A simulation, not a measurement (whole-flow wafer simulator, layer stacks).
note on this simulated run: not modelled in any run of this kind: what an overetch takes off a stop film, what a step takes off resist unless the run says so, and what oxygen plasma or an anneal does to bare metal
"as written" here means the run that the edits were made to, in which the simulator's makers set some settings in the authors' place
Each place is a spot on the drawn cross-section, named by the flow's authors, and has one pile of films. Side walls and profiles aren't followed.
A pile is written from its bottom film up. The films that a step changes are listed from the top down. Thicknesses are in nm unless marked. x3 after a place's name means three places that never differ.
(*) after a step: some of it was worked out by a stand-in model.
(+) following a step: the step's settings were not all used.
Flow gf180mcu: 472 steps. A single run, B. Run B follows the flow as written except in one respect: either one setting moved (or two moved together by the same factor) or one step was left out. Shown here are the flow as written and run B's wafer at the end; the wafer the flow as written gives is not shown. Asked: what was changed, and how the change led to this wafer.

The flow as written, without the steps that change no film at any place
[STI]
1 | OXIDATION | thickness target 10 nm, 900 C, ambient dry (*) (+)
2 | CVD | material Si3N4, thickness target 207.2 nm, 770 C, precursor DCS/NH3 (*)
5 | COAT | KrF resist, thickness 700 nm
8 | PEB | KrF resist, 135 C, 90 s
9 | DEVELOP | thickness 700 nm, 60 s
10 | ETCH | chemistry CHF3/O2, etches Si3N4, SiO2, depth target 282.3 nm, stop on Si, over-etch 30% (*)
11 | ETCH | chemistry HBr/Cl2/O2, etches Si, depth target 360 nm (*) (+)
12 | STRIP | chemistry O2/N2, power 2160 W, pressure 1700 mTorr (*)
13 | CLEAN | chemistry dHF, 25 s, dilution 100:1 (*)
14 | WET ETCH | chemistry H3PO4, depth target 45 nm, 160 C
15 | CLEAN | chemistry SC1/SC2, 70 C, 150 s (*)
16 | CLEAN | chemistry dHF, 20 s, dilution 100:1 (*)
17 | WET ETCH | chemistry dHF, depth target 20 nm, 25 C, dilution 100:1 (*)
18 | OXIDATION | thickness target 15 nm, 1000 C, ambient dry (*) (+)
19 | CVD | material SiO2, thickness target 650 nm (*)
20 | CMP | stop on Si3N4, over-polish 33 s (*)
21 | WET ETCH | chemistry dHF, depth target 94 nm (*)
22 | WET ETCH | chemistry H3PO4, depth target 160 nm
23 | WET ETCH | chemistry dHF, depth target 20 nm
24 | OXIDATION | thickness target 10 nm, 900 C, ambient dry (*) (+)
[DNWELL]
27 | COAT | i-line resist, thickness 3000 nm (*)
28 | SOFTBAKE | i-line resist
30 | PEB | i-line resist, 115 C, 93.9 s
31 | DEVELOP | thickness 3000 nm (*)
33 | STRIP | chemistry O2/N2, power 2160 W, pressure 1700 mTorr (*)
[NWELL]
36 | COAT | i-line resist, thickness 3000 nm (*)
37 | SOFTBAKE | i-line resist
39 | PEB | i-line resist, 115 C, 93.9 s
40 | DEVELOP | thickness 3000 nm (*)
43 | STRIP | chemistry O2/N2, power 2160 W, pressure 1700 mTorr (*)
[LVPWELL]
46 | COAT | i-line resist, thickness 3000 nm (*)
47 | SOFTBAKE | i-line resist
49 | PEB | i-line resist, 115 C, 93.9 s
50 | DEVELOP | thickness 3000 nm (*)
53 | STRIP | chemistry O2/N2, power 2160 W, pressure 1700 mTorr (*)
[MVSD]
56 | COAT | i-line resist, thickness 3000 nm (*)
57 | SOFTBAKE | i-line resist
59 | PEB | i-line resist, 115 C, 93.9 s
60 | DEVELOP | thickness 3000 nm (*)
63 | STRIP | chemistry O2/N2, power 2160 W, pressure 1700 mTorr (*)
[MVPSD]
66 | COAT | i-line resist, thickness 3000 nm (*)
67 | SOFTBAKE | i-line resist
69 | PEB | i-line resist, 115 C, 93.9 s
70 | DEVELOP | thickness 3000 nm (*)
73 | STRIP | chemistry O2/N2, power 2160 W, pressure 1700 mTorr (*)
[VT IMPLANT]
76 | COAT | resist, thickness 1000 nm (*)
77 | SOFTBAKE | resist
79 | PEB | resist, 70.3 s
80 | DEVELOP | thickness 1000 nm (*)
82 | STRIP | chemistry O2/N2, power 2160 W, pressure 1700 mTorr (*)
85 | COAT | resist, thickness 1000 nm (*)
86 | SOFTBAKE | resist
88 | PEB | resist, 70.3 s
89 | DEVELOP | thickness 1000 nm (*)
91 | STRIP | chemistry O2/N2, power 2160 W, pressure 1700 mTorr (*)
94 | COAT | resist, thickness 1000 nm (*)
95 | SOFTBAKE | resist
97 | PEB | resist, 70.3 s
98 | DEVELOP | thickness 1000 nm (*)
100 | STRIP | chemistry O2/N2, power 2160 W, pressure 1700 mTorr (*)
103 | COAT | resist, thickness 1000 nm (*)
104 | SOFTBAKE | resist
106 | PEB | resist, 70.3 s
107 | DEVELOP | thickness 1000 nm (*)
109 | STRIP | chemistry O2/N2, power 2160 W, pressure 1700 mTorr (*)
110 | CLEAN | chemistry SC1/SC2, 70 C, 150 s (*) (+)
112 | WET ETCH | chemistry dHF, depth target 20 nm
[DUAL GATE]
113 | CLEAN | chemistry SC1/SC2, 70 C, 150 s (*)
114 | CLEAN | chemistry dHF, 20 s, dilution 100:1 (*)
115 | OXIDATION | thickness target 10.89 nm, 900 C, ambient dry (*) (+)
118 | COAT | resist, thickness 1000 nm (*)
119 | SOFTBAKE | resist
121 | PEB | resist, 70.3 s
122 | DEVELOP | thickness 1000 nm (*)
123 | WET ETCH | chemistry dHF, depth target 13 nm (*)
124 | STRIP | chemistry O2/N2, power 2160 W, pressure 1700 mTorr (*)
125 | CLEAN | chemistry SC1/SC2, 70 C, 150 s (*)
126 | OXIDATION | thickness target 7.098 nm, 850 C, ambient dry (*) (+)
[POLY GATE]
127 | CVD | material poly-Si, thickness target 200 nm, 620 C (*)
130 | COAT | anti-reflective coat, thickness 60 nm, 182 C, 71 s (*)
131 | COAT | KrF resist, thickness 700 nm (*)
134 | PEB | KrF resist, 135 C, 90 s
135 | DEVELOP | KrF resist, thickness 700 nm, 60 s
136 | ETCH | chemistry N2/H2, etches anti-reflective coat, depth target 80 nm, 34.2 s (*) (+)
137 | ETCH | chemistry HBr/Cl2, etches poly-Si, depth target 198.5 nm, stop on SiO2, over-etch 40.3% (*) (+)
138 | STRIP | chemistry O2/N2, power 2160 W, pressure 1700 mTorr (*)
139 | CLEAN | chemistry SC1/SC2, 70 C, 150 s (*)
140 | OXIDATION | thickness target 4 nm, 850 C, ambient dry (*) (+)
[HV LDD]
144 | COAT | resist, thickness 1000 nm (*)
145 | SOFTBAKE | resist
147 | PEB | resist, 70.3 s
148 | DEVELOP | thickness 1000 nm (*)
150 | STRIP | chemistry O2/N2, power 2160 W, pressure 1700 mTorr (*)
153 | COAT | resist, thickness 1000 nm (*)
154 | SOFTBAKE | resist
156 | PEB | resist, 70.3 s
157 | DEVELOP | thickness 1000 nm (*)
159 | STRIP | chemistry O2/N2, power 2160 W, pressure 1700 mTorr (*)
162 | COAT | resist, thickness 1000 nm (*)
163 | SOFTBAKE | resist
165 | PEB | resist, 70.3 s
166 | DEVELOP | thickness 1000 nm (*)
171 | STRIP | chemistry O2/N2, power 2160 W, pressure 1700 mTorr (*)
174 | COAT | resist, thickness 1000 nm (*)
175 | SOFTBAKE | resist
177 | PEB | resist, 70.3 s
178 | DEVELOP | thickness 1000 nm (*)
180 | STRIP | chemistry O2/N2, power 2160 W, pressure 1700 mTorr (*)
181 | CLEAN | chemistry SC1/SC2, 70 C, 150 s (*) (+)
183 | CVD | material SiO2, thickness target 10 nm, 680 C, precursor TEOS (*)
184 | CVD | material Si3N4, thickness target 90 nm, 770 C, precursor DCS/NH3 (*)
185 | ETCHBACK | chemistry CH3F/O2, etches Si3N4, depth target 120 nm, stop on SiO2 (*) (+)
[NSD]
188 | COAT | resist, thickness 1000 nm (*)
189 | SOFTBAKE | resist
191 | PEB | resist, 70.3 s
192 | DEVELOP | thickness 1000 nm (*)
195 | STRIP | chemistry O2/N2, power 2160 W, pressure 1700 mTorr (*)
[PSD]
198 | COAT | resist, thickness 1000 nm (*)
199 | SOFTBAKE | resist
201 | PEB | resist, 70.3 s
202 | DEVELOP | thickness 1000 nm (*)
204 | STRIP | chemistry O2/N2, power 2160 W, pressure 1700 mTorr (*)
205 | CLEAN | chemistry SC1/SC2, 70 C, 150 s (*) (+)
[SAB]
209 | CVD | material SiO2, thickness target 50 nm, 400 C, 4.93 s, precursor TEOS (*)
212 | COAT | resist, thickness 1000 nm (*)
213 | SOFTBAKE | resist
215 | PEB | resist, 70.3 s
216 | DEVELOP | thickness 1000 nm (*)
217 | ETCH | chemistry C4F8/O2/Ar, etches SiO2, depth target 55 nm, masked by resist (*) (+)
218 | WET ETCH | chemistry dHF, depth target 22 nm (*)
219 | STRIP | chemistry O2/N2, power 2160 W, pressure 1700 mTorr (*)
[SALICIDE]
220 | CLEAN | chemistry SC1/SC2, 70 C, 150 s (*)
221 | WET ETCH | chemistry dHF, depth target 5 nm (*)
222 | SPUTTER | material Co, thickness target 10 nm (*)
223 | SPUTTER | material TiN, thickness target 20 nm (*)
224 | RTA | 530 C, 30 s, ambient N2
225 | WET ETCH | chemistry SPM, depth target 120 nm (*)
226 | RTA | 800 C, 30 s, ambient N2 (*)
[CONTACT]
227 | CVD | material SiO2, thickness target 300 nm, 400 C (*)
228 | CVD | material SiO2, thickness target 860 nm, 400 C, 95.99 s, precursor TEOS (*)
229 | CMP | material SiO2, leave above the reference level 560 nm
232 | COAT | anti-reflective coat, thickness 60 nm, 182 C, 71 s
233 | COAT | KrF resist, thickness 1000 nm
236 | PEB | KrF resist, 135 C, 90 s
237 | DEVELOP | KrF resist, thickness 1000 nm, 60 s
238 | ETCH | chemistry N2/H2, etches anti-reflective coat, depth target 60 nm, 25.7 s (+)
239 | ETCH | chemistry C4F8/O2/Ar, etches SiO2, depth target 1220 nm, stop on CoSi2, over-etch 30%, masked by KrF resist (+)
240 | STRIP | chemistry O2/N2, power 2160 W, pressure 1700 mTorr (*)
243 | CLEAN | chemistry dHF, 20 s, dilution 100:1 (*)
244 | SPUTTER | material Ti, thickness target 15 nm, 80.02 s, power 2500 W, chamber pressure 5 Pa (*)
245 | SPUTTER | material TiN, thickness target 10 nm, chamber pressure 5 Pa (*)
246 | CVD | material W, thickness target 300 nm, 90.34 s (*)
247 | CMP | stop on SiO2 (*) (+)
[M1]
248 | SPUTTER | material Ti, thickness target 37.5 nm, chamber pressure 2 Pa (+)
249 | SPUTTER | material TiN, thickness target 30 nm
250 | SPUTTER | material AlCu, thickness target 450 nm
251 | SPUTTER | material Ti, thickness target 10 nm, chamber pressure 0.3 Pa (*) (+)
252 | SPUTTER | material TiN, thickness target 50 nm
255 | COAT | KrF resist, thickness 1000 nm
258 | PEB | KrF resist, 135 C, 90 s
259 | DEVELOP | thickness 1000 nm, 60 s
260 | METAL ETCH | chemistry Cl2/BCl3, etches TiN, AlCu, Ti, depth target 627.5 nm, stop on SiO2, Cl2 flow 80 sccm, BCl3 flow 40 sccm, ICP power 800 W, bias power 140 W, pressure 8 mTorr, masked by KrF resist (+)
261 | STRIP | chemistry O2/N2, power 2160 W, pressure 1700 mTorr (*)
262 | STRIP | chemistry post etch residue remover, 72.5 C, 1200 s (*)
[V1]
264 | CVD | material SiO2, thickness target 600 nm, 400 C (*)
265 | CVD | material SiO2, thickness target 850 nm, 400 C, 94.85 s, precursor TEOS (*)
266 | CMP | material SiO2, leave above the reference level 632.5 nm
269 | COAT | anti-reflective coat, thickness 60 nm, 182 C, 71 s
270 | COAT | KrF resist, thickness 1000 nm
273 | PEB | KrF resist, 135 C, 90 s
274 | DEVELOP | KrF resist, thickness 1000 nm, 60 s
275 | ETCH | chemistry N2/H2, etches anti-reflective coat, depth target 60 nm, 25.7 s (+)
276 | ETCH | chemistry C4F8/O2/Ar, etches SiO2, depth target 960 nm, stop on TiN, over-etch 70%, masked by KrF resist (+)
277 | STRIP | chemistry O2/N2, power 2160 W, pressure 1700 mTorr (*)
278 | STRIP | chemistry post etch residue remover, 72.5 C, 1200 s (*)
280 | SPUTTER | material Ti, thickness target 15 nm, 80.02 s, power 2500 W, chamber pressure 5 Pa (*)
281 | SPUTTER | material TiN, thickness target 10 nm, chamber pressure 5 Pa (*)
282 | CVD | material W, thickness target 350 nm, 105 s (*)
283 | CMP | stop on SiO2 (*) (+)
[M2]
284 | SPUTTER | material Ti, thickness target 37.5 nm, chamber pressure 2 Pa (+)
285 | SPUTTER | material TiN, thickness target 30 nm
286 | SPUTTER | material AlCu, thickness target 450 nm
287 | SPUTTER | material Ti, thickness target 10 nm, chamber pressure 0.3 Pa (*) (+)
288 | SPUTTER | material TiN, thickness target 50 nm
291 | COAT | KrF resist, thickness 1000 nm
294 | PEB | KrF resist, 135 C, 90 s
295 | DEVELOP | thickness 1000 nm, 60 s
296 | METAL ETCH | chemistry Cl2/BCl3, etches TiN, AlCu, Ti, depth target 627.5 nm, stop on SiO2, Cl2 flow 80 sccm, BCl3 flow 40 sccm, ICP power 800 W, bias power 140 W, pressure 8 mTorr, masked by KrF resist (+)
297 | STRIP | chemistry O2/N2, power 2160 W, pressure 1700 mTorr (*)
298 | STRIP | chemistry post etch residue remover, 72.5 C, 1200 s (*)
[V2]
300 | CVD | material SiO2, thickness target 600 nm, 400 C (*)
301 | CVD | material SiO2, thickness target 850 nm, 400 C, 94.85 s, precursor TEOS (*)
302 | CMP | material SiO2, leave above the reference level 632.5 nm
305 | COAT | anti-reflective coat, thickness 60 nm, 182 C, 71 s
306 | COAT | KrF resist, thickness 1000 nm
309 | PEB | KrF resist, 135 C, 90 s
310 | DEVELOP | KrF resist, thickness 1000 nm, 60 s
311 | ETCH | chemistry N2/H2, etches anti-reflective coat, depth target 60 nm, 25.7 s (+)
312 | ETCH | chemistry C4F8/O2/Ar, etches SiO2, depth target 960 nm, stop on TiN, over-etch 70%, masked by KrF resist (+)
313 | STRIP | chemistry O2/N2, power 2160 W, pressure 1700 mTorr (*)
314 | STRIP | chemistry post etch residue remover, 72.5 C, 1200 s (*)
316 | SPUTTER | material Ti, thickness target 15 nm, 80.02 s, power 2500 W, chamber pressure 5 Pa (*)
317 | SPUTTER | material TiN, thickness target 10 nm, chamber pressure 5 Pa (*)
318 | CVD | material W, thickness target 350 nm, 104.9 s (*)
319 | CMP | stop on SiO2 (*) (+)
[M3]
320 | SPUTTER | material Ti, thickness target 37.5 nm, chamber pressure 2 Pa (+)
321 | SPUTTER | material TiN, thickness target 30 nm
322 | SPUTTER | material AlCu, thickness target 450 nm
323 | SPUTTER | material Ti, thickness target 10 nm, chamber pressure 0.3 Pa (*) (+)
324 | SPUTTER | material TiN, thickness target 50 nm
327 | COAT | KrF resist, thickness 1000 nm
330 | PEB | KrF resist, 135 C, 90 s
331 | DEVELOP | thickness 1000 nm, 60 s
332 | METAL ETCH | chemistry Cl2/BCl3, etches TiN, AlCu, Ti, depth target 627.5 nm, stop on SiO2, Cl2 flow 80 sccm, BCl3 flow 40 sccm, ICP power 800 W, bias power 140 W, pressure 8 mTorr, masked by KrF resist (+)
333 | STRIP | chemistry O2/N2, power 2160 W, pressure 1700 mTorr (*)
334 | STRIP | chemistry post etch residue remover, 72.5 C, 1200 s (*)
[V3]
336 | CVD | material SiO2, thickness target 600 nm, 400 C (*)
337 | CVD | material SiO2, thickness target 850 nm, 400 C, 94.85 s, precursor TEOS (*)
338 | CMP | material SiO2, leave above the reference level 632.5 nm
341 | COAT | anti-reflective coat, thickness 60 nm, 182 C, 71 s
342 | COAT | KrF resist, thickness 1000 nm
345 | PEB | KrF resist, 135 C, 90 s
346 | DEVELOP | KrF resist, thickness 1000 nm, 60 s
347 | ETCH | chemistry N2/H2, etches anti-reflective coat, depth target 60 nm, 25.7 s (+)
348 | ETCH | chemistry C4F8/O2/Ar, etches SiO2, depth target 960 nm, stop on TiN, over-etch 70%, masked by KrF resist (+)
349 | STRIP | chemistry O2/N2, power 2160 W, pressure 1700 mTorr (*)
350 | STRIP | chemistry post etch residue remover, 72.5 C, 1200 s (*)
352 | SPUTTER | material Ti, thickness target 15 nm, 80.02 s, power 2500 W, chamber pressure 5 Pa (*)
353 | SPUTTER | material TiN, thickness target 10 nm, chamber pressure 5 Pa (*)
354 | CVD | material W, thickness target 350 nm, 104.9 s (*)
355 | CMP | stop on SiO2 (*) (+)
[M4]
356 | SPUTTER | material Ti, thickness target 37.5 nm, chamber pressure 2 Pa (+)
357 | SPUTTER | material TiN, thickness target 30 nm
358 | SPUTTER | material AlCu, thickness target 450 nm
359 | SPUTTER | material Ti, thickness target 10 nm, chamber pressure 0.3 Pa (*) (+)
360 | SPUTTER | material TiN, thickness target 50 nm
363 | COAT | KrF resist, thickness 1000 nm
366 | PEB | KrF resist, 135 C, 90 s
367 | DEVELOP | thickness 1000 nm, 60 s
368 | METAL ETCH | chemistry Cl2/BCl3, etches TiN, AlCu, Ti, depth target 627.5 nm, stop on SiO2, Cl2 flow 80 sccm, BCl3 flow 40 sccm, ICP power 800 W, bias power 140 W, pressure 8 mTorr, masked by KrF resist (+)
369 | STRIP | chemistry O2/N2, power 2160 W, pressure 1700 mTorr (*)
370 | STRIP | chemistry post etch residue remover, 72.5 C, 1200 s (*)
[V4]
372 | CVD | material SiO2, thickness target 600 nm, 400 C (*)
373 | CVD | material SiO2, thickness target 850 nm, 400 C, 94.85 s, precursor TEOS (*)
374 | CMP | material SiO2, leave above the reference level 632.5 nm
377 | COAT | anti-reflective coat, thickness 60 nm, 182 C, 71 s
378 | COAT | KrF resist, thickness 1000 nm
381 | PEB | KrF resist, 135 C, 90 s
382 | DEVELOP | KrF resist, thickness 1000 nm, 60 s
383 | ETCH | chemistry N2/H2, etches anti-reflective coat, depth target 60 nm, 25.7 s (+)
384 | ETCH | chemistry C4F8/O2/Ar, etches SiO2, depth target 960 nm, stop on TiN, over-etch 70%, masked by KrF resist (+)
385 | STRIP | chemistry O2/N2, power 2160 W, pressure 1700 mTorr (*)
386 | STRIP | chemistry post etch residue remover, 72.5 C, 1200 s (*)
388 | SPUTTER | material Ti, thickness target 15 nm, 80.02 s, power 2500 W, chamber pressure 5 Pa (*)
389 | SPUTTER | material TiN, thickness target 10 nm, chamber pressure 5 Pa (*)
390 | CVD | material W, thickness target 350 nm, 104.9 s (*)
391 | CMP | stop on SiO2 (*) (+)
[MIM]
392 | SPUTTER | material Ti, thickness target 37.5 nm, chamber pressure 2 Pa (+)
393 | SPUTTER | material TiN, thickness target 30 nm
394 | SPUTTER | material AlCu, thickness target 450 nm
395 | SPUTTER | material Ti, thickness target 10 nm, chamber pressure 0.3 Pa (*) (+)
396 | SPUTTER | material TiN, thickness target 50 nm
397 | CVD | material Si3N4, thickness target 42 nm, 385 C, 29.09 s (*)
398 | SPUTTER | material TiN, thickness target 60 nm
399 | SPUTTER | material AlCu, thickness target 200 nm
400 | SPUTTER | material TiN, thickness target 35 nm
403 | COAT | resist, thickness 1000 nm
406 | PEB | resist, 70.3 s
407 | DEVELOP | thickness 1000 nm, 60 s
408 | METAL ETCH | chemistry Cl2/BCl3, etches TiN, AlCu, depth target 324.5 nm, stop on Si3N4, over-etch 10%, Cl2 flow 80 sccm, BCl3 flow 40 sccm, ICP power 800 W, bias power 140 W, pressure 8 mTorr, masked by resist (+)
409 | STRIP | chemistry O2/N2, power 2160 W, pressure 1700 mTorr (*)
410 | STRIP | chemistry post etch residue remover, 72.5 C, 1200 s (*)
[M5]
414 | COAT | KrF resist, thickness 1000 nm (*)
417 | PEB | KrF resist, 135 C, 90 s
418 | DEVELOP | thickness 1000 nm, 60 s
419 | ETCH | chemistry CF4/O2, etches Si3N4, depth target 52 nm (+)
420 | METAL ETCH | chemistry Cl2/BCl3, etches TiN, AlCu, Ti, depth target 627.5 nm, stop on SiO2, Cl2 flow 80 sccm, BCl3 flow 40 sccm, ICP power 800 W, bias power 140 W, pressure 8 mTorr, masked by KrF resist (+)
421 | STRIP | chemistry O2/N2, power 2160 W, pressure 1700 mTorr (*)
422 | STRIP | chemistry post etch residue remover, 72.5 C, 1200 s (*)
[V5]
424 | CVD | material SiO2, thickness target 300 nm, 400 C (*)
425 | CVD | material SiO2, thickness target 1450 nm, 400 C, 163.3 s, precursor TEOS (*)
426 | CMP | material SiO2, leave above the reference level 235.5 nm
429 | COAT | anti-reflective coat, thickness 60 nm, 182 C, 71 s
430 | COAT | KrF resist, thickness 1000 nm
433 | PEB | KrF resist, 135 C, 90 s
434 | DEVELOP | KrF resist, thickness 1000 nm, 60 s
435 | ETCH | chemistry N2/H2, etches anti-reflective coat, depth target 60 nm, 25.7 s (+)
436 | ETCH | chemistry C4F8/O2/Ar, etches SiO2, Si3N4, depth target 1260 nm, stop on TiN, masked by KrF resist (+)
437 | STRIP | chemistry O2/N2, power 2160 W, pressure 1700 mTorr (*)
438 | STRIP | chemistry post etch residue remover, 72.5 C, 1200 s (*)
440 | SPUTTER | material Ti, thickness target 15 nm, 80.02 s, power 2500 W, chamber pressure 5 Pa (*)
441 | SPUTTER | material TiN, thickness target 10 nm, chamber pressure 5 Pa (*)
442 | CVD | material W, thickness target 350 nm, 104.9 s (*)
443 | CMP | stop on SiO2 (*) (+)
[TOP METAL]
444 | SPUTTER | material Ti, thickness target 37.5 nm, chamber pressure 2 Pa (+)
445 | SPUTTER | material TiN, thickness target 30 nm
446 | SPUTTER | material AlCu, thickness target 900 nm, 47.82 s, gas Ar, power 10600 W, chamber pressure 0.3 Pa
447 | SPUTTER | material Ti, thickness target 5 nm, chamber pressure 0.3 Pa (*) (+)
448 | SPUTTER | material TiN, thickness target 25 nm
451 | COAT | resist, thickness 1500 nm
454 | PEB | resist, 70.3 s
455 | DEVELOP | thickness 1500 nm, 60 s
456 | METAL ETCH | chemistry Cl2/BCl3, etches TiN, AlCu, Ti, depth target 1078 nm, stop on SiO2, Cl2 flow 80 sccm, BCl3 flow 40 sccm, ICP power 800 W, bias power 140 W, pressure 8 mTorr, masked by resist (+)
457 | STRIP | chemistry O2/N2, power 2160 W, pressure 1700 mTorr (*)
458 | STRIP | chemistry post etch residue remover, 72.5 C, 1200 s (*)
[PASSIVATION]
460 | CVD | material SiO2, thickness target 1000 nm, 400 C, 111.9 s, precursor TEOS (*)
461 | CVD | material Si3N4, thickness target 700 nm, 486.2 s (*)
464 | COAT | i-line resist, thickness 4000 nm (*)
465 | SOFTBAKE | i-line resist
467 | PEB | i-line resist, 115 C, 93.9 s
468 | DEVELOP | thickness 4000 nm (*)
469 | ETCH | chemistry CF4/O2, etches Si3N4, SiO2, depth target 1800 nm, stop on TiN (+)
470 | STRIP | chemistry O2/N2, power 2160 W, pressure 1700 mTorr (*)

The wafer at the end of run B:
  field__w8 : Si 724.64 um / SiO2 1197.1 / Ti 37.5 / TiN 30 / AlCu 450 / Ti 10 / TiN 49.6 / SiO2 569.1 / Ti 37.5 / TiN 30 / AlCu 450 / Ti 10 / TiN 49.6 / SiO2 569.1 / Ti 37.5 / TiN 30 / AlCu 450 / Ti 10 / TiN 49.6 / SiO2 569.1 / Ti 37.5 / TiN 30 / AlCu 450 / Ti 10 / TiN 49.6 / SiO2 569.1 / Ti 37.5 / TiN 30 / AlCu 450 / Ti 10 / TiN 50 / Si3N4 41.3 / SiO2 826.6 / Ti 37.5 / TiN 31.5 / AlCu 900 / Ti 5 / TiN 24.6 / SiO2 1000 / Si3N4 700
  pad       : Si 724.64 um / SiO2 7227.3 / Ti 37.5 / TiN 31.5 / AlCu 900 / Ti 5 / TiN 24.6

Cause: step 445, SPUTTER: thickness target 31.5 nm was run, though the flow has thickness target 30 nm.
One can read it off the wafer: field__w8 has TiN 31.5, and step 445 as written asks for 30 nm.

How this came from the change, step by step:
  445 | SPUTTER | material TiN, thickness target 30 nm
      field, field__w1, field__w2 and 109 more: TiN gains 31.5 (new film) (as written it would have been: TiN gains 30 (new film))
  456 | METAL ETCH | chemistry Cl2/BCl3, etches TiN, AlCu, Ti, depth target 1078 nm, stop on SiO2, Cl2 flow 80 sccm, BCl3 flow 40 sccm, ICP power 800 W, bias power 140 W, pressure 8 mTorr, masked by resist (+)
      field, field__w1, field__w2 and 103 more: TiN loses 25 (all of it), Ti loses 5 (all of it), AlCu loses 900 (all of it), TiN loses 31.5 (all of it), Ti loses 37.5 (all of it) (as written it would have been: TiN loses 25 (all of it), Ti loses 5 (all of it), AlCu loses 900 (all of it), TiN loses 30 (all of it), Ti loses 37.5 (all of it))
